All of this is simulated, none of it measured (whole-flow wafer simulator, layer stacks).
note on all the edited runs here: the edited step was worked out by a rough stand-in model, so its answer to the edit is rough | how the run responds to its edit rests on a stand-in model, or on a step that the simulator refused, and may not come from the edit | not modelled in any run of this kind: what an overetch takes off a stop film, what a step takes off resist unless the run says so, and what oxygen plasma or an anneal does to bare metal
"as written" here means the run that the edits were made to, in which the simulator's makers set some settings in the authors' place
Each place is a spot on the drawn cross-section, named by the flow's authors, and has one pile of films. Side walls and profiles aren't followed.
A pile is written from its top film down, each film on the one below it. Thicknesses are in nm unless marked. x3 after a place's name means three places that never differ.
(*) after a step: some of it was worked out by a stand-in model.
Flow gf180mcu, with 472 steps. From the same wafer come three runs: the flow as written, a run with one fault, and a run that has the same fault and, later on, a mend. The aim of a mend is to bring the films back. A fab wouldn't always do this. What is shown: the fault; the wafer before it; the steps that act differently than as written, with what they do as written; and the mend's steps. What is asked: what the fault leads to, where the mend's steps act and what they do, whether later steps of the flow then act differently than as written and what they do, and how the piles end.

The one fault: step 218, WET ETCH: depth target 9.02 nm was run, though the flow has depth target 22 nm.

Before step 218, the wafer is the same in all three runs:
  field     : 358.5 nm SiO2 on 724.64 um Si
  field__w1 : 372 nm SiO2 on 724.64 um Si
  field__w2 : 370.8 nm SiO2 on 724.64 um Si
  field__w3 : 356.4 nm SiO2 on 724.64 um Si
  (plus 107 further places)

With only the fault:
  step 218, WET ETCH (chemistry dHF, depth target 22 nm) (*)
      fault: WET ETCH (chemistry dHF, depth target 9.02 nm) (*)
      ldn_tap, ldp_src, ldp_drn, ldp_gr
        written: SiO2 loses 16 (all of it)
        fault: SiO2 loses 9.48
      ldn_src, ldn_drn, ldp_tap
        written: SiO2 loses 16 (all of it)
        fault: SiO2 loses 9.49
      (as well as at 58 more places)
  Steps later in the flow that act otherwise than as written (4 other steps are not shown; they differ only slightly, by no more than 2% or 0.5 nm, whichever is larger):
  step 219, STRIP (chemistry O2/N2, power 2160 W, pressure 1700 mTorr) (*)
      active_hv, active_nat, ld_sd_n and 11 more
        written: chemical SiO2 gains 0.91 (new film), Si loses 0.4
        fault: nothing
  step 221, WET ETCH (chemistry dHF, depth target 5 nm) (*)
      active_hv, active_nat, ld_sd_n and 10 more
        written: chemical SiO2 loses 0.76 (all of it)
        fault: SiO2 loses 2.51
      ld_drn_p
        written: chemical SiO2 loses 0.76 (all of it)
        fault: SiO2 loses 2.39 (all of it)
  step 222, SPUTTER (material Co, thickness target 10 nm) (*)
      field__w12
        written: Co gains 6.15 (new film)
        fault: Co gains 6.69 (new film)
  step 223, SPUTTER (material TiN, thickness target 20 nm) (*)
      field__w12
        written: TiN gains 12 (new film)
        fault: TiN gains 12.7 (new film)
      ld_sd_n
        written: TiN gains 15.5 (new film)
        fault: TiN gains 16.4 (new film)
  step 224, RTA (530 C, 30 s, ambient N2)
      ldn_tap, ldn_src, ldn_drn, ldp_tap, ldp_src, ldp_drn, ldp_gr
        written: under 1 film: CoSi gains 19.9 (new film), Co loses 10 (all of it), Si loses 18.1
        fault: nothing
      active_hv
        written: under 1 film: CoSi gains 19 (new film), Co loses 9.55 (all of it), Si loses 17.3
        fault: nothing
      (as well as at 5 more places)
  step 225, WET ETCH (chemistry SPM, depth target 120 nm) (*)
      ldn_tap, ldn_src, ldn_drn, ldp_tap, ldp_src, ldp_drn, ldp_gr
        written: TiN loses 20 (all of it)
        fault: TiN loses 20 (all of it), Co loses 10 (all of it)
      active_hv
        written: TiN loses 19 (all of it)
        fault: TiN loses 19 (all of it), Co loses 9.56 (all of it)
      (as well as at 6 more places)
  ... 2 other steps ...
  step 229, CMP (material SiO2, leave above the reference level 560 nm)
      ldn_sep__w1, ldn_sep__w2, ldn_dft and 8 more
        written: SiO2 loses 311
        fault: SiO2 loses 325.3
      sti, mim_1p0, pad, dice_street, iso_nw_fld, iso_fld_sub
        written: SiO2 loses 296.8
        fault: SiO2 loses 311.1
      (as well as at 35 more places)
  At active_hv, active_nat, ld_sd_n and 10 more, the piles at the end differ from the flow's by more than 2% or 0.5 nm, whichever is larger.
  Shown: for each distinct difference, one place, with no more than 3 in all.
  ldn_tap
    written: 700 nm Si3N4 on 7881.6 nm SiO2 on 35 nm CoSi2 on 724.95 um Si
    fault: 700 nm Si3N4 on 7879.7 nm SiO2 on 724.98 um Si
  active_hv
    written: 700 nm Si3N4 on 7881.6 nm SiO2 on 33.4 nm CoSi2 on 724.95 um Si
    fault: 700 nm Si3N4 on 7879.7 nm SiO2 on 724.98 um Si
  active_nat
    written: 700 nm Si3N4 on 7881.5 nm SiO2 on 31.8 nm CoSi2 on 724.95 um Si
    fault: 700 nm Si3N4 on 7879.7 nm SiO2 on 724.98 um Si

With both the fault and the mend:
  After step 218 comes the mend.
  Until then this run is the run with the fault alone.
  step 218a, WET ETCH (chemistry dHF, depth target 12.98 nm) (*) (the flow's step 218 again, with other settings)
      field, field__w1, field__w2 and 47 more
        SiO2 loses 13
      ldn_tap, ldp_src, ldp_drn, ldp_gr
        SiO2 loses 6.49 (all of it)
      ldn_src, ldn_drn, ldp_tap
        SiO2 loses 6.48 (all of it)
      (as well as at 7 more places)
  Later steps of the flow that are run all act as written at every place that is followed, up to a difference of at most 2% or 0.5 nm, whichever is larger.
  The piles end only slightly different from the flow's at the places that both follow, by no more than 2% or 0.5 nm, whichever is larger.
